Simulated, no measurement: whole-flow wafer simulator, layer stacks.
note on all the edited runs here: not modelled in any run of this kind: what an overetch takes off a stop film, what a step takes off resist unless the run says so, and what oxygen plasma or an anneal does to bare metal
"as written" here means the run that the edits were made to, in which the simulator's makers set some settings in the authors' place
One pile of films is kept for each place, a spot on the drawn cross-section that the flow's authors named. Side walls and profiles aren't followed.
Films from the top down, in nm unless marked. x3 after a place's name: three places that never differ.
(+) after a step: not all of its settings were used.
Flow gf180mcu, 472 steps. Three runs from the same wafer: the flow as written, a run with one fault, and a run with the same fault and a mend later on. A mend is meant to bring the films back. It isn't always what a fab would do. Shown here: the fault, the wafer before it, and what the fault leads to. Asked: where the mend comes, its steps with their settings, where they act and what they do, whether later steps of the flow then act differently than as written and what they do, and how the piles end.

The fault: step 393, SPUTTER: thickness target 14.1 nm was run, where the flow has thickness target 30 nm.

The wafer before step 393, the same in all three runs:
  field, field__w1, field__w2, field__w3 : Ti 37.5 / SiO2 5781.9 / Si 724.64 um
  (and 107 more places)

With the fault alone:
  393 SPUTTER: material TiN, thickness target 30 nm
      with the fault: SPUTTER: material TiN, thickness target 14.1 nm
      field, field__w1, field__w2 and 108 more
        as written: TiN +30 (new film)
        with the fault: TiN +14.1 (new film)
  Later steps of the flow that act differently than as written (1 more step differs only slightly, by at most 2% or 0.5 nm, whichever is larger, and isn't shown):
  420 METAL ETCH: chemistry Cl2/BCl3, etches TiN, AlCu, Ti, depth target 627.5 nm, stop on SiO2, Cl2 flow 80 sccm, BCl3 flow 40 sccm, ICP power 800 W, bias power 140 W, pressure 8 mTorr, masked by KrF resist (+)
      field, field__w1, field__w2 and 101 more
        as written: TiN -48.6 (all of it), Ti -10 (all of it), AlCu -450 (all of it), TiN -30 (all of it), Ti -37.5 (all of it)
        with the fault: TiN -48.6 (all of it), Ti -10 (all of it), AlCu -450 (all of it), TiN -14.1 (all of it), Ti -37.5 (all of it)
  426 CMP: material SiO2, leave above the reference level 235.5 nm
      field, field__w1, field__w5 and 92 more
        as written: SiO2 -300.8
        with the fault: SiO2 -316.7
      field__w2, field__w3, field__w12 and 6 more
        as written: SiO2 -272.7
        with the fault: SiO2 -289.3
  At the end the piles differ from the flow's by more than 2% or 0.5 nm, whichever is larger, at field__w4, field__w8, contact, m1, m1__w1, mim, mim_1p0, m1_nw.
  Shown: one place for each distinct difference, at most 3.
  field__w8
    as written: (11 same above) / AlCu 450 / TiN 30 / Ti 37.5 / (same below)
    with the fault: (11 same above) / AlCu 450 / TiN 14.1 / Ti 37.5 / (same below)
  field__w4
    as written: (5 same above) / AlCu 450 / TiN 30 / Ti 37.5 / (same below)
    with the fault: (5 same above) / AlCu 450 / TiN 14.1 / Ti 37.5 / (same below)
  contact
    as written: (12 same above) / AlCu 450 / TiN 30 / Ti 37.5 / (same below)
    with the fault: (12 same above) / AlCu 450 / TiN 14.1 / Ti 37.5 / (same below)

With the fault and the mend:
  The mend comes after step 393.
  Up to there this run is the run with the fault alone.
  393a SPUTTER: material TiN, thickness target 15.9 nm (the flow's step 393 once more, with other settings)
      field, field__w1, field__w2 and 108 more
        TiN +15.9
  No later step of the flow acts differently than as written at any place that is followed.
  At the end the piles are the same as the flow's at every place that both follow.
